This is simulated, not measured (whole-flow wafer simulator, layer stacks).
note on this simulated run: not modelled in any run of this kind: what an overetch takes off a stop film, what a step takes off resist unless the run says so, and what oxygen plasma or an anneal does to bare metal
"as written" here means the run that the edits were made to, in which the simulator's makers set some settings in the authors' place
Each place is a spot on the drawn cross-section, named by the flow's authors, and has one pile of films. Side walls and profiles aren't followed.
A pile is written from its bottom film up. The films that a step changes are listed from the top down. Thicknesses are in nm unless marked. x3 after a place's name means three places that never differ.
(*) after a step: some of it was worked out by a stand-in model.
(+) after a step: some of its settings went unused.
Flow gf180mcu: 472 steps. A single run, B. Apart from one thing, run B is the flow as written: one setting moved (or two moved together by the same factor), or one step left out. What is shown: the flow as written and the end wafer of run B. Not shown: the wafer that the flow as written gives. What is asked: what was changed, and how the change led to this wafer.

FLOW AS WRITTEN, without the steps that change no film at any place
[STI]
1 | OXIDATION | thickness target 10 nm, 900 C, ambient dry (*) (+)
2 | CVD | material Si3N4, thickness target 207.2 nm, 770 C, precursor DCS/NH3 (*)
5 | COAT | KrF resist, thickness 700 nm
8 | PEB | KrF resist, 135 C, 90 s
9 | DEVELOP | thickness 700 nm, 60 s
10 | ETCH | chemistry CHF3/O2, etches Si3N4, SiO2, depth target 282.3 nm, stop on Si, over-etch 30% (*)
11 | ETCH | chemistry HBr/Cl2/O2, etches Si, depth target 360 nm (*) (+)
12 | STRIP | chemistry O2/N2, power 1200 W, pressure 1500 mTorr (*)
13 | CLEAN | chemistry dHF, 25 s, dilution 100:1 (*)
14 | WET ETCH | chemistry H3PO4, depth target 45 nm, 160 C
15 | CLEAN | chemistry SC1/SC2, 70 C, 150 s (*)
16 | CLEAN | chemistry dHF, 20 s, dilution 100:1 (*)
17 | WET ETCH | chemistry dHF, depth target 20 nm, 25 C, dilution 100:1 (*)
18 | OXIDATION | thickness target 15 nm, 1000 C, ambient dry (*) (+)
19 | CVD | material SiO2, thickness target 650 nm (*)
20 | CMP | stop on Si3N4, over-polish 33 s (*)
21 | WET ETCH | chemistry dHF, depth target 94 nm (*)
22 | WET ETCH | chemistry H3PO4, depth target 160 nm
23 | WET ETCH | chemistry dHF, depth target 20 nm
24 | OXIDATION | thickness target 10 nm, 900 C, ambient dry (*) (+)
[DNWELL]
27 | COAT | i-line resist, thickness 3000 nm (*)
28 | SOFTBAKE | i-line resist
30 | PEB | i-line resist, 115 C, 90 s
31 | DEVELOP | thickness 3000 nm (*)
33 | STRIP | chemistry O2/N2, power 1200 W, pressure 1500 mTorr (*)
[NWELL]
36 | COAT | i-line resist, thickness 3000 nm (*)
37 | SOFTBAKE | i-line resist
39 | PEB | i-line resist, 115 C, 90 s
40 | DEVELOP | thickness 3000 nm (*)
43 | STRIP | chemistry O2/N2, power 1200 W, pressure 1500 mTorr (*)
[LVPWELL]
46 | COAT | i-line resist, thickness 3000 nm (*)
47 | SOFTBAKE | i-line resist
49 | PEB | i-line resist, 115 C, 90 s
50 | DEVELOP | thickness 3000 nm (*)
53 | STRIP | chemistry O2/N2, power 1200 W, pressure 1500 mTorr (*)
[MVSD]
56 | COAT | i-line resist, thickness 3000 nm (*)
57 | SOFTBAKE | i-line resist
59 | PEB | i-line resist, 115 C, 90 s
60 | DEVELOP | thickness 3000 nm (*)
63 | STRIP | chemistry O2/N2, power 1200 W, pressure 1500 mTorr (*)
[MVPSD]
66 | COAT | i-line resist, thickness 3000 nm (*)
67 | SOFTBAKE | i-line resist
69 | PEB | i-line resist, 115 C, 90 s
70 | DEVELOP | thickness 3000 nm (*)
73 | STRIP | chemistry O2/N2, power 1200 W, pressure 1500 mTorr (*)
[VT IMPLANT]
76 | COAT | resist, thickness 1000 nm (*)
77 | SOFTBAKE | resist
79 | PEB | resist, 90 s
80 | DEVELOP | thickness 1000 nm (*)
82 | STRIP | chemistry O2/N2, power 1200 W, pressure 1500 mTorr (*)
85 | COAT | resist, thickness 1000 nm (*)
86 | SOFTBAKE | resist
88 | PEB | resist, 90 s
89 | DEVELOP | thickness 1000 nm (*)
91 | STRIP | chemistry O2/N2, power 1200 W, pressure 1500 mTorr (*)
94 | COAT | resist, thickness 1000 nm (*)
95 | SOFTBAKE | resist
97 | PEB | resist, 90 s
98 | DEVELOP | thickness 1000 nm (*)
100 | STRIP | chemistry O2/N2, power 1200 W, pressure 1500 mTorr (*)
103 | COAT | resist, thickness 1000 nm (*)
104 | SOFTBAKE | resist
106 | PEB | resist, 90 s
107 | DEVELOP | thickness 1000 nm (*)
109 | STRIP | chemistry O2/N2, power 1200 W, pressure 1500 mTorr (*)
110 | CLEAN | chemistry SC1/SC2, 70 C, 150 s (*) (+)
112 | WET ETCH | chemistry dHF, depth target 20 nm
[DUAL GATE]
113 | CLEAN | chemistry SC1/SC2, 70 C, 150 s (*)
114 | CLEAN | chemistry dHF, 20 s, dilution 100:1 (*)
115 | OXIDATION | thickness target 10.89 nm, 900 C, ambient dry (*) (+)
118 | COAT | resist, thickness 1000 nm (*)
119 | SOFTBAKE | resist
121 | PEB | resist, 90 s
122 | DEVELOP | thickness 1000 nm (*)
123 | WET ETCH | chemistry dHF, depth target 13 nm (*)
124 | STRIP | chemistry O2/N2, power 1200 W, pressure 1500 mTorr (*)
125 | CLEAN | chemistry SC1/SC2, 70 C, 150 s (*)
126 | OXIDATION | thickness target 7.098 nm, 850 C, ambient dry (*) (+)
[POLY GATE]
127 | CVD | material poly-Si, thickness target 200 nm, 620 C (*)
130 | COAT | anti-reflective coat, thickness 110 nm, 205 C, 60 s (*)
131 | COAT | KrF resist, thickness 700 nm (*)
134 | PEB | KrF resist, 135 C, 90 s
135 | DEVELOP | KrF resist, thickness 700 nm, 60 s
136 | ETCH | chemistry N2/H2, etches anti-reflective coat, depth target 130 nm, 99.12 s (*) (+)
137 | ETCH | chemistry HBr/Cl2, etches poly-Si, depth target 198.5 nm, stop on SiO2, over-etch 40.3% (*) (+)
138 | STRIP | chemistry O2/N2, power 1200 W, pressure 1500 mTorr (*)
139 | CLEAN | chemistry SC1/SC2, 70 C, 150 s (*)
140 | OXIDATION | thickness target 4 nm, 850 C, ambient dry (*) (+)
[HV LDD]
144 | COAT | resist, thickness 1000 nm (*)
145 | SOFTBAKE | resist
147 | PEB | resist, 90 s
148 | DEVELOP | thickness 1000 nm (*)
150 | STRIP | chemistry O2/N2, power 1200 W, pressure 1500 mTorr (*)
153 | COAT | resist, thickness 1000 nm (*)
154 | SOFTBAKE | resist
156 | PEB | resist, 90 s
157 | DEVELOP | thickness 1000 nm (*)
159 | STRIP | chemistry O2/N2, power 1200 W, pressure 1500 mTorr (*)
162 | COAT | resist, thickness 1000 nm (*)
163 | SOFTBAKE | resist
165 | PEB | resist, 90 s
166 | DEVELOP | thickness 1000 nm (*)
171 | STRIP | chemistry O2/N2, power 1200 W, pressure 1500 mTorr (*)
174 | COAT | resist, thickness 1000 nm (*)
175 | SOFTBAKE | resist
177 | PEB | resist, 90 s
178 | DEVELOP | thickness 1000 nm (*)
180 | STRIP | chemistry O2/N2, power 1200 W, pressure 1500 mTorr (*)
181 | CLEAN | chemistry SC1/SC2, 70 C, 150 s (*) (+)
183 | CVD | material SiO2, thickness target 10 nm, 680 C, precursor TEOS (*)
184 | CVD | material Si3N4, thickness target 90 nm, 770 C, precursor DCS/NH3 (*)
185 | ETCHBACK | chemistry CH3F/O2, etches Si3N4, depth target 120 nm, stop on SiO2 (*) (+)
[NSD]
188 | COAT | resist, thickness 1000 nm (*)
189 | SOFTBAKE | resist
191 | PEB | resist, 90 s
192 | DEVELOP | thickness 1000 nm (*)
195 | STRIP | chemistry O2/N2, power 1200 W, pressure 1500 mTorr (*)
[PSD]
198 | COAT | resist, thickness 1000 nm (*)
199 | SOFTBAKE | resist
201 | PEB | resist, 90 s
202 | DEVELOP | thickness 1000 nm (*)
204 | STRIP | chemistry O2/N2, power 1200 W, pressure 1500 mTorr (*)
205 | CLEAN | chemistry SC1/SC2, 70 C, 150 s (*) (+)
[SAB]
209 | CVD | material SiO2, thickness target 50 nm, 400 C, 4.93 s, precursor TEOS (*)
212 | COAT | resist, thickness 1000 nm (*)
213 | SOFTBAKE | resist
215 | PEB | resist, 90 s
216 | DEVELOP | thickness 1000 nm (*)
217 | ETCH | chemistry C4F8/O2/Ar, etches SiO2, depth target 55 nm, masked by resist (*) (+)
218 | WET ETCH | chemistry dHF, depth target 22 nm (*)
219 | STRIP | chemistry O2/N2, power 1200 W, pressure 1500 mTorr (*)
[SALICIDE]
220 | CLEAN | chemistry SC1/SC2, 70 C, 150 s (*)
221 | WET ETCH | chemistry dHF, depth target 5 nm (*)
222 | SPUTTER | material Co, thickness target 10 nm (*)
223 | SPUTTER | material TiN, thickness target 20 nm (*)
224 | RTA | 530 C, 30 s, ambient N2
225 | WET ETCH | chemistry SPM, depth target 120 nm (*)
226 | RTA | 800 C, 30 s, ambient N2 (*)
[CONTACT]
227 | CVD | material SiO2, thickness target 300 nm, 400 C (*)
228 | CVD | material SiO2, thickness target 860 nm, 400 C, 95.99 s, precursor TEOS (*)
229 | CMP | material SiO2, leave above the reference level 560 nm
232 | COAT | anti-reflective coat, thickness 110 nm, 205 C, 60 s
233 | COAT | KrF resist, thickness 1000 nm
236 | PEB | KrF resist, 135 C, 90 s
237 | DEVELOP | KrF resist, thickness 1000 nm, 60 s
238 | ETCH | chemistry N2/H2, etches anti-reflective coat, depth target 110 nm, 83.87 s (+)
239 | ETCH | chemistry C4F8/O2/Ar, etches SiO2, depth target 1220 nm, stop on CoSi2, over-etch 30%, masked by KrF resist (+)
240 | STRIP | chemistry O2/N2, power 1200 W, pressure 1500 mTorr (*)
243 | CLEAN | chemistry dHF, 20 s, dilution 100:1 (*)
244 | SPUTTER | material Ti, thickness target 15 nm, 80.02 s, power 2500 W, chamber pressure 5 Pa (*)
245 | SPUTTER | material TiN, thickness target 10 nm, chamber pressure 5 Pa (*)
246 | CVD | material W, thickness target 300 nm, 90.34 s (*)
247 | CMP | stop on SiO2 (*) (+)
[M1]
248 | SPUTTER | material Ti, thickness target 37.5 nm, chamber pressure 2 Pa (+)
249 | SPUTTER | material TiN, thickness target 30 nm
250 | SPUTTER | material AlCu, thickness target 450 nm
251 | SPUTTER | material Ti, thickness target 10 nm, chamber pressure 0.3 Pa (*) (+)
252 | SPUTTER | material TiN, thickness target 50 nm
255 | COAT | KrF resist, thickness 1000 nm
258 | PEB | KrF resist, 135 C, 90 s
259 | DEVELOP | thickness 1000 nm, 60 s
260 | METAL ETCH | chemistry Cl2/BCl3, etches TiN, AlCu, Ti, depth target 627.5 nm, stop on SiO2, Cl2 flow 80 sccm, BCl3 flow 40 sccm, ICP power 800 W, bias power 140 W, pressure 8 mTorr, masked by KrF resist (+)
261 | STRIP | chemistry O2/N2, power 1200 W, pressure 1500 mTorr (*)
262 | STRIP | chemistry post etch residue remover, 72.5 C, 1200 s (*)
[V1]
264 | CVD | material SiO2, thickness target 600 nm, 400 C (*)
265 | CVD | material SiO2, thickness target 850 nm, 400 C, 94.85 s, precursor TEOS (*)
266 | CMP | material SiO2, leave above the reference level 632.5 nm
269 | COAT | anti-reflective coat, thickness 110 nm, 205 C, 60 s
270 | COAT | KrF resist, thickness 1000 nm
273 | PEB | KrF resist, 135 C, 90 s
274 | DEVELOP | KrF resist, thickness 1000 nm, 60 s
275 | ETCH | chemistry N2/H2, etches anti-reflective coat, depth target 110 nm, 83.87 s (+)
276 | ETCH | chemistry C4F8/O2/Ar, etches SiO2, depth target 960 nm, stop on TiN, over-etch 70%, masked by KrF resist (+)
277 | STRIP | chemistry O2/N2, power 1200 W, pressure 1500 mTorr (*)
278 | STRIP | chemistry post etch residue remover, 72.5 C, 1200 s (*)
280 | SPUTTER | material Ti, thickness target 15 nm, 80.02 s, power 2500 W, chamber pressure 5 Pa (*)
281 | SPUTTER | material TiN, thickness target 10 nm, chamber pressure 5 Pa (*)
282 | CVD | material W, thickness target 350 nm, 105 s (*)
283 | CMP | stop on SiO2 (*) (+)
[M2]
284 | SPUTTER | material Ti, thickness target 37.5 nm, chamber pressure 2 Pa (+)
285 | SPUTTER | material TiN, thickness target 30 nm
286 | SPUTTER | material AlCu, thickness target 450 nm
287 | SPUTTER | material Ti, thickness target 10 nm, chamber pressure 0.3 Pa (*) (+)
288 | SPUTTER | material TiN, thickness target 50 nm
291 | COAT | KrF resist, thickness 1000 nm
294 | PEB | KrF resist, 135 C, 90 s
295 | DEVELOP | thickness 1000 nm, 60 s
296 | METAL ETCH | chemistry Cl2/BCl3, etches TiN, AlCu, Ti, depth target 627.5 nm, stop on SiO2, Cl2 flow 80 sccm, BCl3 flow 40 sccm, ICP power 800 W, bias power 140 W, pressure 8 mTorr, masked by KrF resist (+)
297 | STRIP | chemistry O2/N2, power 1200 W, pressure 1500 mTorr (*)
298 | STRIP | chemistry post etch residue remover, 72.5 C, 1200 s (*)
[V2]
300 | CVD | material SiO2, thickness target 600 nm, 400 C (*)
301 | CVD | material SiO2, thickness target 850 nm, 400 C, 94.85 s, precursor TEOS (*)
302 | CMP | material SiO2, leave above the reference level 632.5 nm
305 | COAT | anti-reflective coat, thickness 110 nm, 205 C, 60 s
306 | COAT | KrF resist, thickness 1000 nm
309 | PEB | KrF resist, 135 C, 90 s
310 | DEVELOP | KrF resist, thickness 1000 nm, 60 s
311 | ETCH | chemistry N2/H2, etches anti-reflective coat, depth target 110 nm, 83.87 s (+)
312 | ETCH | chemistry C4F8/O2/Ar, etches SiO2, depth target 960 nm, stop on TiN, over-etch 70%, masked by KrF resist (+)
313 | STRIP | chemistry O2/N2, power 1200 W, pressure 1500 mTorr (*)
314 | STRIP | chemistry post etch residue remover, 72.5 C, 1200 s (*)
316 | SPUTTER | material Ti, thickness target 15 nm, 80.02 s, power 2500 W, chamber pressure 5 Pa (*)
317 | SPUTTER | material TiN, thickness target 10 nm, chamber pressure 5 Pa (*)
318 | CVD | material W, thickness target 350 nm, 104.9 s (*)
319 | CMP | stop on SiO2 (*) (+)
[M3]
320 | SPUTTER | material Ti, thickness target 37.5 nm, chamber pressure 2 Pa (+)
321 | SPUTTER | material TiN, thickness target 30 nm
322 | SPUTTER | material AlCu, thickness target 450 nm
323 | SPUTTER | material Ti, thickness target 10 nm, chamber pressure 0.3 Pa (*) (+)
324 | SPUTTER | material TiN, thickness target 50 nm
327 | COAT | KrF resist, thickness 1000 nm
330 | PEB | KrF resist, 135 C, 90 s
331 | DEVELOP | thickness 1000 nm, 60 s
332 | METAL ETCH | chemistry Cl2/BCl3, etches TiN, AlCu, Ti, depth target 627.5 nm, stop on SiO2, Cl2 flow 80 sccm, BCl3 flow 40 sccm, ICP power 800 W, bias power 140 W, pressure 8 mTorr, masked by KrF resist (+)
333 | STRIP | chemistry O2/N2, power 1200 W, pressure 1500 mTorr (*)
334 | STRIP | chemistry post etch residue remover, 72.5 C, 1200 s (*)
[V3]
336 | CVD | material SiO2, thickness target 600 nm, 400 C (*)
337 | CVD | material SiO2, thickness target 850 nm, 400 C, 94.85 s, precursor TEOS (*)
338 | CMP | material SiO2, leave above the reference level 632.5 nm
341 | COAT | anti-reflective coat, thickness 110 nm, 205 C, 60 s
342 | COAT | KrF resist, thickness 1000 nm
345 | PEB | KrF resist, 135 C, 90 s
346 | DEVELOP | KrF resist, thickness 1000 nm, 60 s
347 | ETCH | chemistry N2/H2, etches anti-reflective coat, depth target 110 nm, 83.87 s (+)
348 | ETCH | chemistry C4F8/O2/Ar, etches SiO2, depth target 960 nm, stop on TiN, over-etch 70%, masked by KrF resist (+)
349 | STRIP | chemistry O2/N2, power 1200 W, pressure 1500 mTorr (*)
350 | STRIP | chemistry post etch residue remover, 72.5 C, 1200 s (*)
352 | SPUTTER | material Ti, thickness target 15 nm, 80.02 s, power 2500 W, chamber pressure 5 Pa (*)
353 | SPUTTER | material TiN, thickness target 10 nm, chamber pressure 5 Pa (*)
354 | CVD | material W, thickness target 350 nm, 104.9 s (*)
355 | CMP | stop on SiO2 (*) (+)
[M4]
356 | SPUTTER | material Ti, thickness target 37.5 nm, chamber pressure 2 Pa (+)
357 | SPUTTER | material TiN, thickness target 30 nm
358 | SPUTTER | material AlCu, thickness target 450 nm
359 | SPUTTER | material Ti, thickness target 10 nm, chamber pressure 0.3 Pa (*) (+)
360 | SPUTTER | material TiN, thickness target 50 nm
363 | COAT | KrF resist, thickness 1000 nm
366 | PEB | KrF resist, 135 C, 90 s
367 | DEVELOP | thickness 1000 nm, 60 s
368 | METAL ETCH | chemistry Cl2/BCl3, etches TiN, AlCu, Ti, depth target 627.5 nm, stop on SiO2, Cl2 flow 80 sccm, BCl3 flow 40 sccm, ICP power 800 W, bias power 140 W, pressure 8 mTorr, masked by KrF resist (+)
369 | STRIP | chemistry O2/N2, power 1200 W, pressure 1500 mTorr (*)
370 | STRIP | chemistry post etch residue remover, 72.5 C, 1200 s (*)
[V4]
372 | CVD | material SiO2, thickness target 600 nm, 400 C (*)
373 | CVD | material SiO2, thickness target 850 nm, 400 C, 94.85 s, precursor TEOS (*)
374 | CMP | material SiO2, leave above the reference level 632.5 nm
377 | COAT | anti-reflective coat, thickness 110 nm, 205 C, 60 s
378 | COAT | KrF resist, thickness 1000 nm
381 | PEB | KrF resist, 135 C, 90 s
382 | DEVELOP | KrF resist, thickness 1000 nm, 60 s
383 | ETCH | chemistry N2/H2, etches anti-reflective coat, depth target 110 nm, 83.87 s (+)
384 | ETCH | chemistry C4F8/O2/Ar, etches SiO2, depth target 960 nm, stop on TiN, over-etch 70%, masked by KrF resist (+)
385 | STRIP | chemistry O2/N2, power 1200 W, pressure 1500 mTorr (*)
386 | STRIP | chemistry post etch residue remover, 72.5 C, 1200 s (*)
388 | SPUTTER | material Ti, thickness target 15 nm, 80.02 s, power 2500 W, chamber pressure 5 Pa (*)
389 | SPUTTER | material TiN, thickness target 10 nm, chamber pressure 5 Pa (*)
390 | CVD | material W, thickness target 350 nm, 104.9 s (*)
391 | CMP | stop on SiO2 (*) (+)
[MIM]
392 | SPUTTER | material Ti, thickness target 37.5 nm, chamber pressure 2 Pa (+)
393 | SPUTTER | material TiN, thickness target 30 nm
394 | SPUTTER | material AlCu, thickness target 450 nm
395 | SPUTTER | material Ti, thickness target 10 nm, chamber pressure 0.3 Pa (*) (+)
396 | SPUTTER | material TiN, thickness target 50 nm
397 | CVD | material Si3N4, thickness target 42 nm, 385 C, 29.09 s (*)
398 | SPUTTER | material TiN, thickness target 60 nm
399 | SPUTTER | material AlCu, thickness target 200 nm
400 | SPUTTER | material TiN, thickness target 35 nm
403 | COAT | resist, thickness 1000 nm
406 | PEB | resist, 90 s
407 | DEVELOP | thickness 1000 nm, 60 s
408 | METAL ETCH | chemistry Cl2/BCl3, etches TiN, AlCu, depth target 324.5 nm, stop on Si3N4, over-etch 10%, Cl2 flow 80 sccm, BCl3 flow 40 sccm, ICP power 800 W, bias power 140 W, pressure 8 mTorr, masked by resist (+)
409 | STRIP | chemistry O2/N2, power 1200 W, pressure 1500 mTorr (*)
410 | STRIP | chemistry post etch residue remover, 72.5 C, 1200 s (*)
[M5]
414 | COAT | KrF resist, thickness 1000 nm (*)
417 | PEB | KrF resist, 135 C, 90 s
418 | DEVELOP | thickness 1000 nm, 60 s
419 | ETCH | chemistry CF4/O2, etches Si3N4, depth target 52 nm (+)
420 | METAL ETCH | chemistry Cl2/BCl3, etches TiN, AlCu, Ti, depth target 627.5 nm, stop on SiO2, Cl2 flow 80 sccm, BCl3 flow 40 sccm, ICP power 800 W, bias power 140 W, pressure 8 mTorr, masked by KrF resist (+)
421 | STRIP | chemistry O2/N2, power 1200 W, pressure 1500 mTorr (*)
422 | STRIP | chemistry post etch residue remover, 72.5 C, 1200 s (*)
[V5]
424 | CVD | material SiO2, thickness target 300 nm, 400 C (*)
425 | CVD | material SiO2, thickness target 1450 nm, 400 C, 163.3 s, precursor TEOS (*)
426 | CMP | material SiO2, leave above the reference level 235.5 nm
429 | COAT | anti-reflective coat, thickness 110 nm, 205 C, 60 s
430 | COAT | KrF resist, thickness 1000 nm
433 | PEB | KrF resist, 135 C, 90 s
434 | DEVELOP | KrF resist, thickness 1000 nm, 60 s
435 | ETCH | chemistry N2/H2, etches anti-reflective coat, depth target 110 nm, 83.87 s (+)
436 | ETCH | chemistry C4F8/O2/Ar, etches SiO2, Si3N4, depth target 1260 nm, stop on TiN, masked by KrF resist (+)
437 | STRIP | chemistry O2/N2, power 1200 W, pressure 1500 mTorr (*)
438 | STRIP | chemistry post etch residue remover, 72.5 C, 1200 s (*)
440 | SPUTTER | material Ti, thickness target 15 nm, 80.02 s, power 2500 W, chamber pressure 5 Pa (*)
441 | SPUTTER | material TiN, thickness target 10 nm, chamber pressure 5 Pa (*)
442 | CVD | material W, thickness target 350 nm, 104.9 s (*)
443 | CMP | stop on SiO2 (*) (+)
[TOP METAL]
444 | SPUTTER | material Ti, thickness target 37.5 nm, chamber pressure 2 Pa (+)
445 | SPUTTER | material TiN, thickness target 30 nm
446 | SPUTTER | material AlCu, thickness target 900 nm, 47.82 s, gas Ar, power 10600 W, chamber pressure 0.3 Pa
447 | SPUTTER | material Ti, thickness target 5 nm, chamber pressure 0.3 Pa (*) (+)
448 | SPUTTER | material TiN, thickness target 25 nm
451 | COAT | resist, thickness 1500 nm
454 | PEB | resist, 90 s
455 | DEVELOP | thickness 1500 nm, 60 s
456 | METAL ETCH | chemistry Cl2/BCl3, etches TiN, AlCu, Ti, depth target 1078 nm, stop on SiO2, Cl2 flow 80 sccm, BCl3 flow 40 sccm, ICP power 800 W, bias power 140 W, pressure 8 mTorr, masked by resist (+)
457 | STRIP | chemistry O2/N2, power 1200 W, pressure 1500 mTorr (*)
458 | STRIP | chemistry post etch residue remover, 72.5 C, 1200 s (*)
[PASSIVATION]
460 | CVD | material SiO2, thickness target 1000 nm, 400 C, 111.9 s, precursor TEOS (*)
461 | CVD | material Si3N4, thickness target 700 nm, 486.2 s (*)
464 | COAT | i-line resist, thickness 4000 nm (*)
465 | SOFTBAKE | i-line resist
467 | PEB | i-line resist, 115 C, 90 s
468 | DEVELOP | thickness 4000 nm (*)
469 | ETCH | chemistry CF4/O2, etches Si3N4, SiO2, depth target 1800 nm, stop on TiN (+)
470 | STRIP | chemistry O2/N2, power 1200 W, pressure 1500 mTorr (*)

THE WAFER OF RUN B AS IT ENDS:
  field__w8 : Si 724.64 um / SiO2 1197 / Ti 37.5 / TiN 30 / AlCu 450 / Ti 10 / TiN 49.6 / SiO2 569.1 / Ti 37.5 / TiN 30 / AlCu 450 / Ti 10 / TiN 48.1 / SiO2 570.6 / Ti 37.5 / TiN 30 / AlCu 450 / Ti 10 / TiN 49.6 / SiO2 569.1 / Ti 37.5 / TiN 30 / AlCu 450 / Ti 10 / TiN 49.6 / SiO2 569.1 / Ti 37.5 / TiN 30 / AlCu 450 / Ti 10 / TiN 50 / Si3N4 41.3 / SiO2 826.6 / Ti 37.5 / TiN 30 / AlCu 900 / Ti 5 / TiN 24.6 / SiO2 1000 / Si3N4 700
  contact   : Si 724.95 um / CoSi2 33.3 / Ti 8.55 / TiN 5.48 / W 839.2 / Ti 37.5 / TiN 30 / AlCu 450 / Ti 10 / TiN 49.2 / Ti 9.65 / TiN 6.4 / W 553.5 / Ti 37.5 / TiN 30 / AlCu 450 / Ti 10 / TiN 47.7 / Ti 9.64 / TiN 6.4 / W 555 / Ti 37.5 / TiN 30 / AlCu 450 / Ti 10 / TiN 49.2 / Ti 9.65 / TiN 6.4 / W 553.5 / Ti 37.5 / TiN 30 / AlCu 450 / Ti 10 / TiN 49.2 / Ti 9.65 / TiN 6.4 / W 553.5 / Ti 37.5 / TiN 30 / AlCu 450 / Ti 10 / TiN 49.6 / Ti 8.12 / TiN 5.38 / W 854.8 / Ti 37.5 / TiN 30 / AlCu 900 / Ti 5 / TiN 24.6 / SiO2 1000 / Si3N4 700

The reason: step 288, SPUTTER: thickness target 48.5 nm was run, while the flow as written has thickness target 50 nm.

Step by step, how the change led to this:
  288 | SPUTTER | material TiN, thickness target 50 nm
      field, field__w1, field__w2 and 108 more: +48.5 TiN (new film) (in the flow as written it would be: +50 TiN (new film))
  296 | METAL ETCH | chemistry Cl2/BCl3, etches TiN, AlCu, Ti, depth target 627.5 nm, stop on SiO2, Cl2 flow 80 sccm, BCl3 flow 40 sccm, ICP power 800 W, bias power 140 W, pressure 8 mTorr, masked by KrF resist (+)
      field, field__w1, field__w2 and 103 more: -48.5 TiN (all of it), -10 Ti (all of it), -450 AlCu (all of it), -30 TiN (all of it), -37.5 Ti (all of it) (in the flow as written it would be: -50 TiN (all of it), -10 Ti (all of it), -450 AlCu (all of it), -30 TiN (all of it), -37.5 Ti (all of it))
